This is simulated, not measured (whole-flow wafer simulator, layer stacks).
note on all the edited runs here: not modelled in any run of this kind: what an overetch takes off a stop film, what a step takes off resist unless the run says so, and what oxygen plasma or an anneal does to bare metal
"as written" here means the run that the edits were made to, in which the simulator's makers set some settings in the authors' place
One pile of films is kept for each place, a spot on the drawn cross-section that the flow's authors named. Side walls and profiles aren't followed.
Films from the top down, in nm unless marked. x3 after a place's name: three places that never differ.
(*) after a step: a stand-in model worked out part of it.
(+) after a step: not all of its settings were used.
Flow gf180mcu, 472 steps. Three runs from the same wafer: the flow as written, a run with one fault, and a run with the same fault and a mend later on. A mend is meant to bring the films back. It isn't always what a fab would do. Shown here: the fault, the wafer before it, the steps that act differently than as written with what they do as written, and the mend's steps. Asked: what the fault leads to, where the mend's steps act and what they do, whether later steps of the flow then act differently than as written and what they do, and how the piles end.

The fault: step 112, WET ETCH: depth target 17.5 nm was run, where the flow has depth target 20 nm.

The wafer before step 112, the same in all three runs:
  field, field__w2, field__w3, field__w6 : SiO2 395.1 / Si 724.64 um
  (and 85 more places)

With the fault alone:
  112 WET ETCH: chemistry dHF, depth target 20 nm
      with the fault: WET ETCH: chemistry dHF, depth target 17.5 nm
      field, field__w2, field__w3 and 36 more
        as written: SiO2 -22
        with the fault: SiO2 -19.3
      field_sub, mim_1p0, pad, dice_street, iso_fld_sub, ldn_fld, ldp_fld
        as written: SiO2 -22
        with the fault: SiO2 -19.2
  Later steps of the flow that act differently than as written (57 more steps differ only slightly, by at most 2% or 0.5 nm, whichever is larger, and aren't shown):
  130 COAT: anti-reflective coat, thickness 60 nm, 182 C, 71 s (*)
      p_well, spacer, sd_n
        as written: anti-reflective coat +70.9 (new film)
        with the fault: anti-reflective coat +73.5 (new film)
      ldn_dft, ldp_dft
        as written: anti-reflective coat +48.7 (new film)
        with the fault: anti-reflective coat +47.3 (new film)
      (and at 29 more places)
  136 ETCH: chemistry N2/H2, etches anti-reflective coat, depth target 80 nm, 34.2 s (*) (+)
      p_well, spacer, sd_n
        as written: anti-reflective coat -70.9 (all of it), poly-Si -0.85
        with the fault: anti-reflective coat -73.5 (all of it), poly-Si -0.78
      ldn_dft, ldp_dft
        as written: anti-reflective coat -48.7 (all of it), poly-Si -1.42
        with the fault: anti-reflective coat -47.3 (all of it), poly-Si -1.45
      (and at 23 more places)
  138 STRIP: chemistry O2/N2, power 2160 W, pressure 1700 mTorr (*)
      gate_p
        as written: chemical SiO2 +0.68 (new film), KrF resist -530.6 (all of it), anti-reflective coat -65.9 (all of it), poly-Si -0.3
        with the fault: chemical SiO2 +0.68 (new film), KrF resist -530.7 (all of it), anti-reflective coat -67.3 (all of it), poly-Si -0.3
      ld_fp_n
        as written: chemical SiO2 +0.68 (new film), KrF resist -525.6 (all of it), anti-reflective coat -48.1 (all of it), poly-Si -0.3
        with the fault: chemical SiO2 +0.68 (new film), KrF resist -525.3 (all of it), anti-reflective coat -46.9 (all of it), poly-Si -0.3
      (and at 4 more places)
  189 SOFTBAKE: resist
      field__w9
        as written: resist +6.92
        with the fault: resist -3.09
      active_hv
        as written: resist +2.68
        with the fault: resist -0.51
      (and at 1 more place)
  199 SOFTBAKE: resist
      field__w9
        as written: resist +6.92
        with the fault: resist -3.09
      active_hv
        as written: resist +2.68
        with the fault: resist -0.51
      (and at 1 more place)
  At the end the piles differ from the flow's only slightly at the places that both follow, by at most 2% or 0.5 nm, whichever is larger.

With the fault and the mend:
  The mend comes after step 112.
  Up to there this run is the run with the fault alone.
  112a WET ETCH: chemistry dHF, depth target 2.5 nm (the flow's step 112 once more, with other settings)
      field, field__w2, field__w3 and 43 more
        SiO2 -2.5
  No later step of the flow acts differently than as written, at any place that is followed, by more than 2% or 0.5 nm, whichever is larger.
  At the end the piles differ from the flow's only slightly at the places that both follow, by at most 2% or 0.5 nm, whichever is larger.
